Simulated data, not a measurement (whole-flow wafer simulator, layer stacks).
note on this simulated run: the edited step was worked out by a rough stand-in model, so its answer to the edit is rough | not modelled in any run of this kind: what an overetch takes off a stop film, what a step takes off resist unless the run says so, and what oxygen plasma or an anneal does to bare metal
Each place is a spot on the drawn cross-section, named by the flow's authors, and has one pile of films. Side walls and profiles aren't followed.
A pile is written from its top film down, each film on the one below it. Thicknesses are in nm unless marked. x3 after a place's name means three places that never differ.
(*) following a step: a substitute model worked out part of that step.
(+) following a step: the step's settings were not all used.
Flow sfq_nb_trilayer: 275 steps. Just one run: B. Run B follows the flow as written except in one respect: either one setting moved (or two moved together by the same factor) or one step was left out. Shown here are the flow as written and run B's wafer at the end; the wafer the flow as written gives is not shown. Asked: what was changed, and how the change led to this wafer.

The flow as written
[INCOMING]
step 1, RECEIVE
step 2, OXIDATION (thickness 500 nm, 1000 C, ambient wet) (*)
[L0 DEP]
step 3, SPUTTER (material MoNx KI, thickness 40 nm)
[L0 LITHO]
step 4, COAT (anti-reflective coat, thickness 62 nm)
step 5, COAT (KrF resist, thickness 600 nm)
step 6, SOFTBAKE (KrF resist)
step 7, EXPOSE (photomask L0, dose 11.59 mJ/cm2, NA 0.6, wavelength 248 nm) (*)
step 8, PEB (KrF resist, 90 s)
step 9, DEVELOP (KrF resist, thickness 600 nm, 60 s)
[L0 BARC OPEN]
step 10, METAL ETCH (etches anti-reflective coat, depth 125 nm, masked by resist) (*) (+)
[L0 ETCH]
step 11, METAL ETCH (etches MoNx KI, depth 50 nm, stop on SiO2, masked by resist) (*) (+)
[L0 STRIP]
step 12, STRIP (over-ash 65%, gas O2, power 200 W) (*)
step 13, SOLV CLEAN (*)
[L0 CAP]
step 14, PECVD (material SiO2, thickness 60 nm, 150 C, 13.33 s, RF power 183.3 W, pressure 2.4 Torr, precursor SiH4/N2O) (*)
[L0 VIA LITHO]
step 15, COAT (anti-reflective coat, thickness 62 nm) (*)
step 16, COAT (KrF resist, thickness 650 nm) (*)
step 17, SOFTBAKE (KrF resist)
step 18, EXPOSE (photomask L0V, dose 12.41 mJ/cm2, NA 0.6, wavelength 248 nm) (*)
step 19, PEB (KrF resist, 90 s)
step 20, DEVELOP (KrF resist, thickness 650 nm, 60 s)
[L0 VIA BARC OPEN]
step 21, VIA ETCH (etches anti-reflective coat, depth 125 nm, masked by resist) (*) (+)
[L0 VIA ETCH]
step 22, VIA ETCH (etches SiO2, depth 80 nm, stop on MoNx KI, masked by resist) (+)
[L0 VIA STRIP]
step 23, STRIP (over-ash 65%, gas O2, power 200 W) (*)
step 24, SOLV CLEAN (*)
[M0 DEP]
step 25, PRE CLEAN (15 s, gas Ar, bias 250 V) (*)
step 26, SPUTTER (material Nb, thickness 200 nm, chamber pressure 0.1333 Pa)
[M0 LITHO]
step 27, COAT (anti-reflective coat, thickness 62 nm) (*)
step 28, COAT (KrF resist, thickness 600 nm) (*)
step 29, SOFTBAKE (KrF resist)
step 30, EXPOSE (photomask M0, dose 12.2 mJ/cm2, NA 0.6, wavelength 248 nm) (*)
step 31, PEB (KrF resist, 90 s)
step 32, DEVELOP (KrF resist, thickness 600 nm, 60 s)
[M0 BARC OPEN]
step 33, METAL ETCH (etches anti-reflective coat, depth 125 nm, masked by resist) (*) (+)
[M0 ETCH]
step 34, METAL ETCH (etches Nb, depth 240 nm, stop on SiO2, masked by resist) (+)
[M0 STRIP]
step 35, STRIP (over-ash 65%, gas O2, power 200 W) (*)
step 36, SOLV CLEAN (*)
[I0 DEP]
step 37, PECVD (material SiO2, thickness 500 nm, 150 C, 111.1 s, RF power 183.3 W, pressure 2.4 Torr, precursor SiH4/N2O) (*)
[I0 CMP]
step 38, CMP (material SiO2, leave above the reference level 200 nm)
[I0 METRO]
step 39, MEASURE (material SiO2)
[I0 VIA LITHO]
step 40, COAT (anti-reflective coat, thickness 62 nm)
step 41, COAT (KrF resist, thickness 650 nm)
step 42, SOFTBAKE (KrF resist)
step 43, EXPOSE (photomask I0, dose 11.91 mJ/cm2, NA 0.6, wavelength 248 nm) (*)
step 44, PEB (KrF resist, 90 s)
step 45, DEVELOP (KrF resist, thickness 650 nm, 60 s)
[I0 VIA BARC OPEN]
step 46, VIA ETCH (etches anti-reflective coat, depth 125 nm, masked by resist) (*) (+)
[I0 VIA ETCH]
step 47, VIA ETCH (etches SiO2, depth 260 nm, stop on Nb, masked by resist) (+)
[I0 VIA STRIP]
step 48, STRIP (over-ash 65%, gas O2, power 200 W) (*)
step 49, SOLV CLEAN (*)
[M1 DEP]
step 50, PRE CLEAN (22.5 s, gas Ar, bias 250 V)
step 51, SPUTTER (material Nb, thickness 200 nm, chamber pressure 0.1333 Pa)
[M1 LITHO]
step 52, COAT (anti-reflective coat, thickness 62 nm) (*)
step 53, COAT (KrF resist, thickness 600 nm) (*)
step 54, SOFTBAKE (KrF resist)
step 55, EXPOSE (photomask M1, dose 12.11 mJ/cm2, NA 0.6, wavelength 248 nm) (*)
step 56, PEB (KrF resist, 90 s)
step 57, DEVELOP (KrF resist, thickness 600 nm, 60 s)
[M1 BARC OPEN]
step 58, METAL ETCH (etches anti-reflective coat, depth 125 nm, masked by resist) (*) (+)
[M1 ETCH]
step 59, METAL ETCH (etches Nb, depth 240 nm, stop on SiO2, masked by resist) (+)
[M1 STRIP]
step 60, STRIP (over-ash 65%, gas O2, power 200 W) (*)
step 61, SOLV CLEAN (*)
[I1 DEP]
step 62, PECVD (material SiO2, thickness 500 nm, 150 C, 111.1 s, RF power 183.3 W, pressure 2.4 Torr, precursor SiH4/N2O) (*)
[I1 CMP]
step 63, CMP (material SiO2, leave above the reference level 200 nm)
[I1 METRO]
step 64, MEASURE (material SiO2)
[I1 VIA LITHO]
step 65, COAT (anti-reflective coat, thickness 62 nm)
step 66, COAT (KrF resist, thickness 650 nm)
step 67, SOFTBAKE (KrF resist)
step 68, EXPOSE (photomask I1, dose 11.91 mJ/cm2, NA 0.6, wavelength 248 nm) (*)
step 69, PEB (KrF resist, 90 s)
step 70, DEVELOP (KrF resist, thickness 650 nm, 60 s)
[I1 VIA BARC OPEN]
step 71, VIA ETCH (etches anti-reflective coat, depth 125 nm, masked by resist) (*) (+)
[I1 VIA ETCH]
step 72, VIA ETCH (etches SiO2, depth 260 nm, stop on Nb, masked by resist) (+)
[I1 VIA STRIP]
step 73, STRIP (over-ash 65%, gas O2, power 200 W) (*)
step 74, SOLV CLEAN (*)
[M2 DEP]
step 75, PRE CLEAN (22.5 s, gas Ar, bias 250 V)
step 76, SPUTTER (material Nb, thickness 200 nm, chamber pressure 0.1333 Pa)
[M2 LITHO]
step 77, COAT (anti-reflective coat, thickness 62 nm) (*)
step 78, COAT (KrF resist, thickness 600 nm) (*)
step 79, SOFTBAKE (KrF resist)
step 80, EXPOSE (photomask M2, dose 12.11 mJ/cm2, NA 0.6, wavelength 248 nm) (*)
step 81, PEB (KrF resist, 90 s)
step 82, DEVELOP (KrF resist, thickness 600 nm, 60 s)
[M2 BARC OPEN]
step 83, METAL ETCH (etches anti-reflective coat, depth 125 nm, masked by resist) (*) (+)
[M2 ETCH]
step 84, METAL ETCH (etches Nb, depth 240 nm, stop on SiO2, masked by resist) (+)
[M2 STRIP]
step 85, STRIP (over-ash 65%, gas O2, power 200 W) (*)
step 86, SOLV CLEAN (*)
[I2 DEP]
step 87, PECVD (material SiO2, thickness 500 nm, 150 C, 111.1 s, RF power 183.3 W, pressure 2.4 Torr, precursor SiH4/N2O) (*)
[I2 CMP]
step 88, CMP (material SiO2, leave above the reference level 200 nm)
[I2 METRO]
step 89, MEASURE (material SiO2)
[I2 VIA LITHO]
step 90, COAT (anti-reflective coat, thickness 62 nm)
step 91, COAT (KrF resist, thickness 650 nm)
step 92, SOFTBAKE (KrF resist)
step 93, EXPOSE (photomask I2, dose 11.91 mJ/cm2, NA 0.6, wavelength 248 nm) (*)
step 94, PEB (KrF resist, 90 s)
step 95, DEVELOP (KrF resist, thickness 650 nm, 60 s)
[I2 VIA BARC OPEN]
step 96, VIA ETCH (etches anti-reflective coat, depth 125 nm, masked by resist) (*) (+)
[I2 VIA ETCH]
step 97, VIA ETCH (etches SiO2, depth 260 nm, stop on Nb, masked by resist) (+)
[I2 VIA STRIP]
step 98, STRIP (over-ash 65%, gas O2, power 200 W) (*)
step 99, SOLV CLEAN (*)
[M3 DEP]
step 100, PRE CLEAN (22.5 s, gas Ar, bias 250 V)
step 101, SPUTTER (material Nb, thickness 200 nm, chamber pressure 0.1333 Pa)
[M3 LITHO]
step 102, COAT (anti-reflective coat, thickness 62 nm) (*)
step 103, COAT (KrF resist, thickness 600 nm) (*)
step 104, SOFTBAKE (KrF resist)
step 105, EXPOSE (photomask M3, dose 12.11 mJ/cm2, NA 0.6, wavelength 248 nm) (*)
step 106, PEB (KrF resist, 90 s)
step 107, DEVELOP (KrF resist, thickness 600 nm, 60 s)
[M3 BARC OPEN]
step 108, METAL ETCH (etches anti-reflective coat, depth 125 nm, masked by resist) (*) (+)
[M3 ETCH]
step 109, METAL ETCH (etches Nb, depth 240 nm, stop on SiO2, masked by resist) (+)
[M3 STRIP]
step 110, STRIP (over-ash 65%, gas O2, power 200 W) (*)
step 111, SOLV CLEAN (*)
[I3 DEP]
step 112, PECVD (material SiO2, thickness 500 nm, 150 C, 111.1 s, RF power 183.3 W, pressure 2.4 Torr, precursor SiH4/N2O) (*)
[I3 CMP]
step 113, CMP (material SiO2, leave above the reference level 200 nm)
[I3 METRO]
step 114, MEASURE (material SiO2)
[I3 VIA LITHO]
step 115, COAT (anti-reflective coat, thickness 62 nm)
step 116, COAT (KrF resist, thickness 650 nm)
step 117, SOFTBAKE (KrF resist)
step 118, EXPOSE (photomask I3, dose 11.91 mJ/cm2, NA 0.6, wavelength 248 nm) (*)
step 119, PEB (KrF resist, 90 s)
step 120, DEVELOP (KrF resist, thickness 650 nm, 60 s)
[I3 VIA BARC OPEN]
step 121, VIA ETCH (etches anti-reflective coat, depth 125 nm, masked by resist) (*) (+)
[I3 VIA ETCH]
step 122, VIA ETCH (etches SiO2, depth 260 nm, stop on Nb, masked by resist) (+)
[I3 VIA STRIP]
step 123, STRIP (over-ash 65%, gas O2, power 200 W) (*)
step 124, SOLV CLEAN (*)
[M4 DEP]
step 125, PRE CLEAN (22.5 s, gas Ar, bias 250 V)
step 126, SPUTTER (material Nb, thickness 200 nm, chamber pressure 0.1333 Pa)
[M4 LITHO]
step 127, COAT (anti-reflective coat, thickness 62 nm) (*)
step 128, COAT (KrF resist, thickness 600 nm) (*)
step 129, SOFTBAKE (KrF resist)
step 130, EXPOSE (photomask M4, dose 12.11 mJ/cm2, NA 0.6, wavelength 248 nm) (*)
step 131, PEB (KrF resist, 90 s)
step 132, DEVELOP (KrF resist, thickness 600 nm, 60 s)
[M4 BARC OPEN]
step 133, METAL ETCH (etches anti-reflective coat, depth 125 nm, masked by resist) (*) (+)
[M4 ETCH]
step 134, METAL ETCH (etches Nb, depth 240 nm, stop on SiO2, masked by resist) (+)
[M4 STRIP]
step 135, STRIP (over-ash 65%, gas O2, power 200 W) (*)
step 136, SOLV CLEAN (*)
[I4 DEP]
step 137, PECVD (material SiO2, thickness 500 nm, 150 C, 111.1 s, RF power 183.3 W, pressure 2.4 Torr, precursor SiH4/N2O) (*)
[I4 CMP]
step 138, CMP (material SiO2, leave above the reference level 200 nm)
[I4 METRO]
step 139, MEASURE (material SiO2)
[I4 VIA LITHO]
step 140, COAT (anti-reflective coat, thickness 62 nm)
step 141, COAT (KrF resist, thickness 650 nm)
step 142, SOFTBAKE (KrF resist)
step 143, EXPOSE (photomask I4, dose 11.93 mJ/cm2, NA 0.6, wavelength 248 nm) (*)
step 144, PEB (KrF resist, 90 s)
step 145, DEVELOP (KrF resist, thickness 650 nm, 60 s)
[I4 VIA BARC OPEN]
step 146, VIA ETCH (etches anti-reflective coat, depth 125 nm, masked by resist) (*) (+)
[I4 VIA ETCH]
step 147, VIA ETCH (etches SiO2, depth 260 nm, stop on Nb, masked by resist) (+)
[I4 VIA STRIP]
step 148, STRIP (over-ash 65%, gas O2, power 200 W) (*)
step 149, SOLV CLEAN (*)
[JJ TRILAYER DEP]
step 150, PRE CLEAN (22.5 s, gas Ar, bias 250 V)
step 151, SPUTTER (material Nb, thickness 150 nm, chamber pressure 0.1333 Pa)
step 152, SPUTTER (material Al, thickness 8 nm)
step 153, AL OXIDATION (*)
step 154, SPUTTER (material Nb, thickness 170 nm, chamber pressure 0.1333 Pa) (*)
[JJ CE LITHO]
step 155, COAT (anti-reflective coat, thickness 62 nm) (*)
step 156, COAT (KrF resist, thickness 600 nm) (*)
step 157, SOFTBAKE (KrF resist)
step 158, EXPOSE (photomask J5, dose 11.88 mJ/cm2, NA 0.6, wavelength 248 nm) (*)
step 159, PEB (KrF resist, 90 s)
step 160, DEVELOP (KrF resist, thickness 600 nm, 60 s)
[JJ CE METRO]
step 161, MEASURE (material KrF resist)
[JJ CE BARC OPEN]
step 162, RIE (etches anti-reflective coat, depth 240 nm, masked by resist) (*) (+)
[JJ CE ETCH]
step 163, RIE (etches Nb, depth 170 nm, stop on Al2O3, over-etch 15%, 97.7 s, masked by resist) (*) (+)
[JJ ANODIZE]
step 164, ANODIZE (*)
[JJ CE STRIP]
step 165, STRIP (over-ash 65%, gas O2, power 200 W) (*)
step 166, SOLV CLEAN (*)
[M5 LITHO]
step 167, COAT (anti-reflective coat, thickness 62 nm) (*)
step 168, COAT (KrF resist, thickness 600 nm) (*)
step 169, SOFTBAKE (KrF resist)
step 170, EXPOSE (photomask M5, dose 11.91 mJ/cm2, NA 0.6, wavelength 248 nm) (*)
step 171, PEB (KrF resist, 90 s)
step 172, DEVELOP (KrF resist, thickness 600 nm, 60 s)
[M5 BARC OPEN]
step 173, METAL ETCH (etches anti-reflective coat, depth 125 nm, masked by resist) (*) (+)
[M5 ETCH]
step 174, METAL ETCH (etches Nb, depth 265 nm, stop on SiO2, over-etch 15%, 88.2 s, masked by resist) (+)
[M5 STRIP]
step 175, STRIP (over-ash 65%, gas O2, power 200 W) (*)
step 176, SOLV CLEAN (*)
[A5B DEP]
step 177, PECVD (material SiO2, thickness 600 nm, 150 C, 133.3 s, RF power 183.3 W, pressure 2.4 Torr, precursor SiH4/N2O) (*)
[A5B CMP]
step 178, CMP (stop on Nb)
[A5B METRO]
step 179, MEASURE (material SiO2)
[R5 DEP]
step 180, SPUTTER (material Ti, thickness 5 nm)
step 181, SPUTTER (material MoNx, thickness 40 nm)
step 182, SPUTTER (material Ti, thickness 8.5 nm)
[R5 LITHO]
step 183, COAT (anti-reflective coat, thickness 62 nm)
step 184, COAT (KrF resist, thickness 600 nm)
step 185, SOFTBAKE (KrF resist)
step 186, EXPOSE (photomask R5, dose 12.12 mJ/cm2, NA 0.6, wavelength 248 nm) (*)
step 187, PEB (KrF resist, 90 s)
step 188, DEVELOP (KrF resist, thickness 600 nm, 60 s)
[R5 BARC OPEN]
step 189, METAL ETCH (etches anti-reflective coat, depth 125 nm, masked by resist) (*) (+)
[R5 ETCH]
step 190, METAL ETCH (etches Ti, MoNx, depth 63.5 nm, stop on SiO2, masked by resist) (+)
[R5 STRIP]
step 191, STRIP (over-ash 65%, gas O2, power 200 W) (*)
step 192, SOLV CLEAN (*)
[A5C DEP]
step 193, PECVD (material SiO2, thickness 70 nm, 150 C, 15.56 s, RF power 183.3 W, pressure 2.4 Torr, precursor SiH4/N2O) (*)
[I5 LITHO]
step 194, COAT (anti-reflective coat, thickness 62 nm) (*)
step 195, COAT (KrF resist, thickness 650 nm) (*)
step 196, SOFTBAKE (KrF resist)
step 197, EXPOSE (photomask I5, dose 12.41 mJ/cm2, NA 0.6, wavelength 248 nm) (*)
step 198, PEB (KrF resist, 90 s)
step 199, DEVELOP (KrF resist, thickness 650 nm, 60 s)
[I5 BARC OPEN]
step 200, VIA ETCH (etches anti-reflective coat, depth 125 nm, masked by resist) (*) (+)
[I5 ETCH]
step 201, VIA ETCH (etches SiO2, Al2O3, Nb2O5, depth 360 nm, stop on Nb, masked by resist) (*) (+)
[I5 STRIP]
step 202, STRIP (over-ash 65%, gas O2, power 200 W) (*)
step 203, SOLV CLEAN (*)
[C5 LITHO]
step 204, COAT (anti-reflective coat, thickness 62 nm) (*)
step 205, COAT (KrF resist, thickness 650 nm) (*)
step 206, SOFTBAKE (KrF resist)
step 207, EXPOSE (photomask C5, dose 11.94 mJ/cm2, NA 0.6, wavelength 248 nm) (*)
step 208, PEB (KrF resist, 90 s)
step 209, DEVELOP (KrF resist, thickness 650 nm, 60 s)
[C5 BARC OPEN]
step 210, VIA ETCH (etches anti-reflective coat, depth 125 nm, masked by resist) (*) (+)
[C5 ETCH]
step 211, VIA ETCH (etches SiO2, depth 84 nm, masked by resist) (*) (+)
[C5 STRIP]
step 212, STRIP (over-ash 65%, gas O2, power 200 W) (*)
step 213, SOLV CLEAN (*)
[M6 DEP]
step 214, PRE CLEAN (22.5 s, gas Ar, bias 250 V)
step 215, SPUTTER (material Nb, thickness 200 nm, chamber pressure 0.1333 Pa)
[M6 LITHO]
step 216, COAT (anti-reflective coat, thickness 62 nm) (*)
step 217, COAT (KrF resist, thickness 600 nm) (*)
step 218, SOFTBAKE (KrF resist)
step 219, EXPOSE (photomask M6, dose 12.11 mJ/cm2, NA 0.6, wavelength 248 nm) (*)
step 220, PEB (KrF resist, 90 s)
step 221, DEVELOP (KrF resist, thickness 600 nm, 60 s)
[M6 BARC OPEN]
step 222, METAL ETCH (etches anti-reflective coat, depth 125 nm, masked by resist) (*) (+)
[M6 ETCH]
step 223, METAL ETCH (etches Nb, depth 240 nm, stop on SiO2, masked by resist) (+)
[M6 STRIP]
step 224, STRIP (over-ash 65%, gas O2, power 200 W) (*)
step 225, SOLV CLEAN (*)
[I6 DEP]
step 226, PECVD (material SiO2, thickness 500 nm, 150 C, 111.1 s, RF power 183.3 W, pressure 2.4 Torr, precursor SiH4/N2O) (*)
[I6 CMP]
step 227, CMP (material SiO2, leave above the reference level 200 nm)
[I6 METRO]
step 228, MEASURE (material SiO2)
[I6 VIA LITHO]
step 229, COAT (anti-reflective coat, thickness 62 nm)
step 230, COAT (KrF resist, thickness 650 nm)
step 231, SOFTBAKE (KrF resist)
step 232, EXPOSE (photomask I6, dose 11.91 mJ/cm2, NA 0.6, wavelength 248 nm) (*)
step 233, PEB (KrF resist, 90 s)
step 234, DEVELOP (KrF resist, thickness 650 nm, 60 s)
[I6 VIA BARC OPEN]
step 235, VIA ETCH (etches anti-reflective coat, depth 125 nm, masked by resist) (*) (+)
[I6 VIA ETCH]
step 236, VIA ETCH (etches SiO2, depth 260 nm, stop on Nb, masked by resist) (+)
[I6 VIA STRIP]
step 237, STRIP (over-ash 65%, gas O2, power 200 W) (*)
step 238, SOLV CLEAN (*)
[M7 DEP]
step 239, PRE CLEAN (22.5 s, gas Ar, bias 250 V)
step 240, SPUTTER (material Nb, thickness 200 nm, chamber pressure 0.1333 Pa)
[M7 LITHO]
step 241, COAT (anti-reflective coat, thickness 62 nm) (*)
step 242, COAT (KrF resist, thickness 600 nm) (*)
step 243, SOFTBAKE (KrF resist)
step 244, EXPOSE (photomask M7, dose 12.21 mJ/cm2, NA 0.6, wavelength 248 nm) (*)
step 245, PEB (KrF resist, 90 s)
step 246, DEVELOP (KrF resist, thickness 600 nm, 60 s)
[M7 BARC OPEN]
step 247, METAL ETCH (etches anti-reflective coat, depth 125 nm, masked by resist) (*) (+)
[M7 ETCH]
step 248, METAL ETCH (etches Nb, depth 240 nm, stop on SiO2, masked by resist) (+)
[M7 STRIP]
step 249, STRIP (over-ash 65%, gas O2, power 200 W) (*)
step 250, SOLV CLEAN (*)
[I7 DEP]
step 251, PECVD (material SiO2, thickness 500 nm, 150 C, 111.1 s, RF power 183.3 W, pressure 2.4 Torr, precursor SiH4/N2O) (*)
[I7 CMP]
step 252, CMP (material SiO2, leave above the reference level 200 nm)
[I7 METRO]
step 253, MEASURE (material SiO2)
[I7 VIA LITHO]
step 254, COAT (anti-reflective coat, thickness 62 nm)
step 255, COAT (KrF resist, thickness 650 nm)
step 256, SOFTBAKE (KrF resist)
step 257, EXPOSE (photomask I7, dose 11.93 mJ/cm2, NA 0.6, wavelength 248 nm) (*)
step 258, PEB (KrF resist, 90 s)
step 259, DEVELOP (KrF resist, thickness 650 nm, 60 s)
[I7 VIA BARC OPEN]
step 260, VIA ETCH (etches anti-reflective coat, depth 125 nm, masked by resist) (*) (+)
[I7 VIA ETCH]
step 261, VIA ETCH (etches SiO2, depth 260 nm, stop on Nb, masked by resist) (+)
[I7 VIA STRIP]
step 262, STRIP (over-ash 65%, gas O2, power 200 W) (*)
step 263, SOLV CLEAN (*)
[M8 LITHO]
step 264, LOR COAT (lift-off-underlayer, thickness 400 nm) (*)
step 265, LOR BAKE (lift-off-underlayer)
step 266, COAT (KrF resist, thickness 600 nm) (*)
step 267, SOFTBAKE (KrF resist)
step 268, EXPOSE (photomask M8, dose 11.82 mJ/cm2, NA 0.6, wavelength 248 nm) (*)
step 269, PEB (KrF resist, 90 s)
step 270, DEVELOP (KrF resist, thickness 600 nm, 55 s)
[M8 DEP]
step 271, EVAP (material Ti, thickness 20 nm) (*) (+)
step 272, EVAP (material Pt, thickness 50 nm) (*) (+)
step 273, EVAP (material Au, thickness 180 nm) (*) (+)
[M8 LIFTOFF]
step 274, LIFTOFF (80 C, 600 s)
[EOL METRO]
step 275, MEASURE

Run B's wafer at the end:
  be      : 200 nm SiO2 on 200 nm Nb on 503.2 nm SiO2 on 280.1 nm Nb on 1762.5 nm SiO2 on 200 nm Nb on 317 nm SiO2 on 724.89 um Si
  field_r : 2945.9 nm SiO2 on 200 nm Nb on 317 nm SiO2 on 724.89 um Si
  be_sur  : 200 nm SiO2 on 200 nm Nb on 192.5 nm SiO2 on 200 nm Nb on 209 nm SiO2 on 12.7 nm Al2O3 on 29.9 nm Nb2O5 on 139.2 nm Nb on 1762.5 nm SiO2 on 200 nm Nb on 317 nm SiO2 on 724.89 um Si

Cause: step 2, OXIDATION: thickness 262 nm was run, though the flow has thickness 500 nm.

How this came from the change, step by step:
  step 2, OXIDATION (thickness 500 nm, 1000 C, ambient wet) (*)
      field_l, v_sur, via_wl and 103 more: +262 SiO2 (new film), -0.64 chemical SiO2 (all of it), -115 Si (as written it would have been: +500 SiO2 (new film), -0.64 chemical SiO2 (all of it), -219.7 Si)
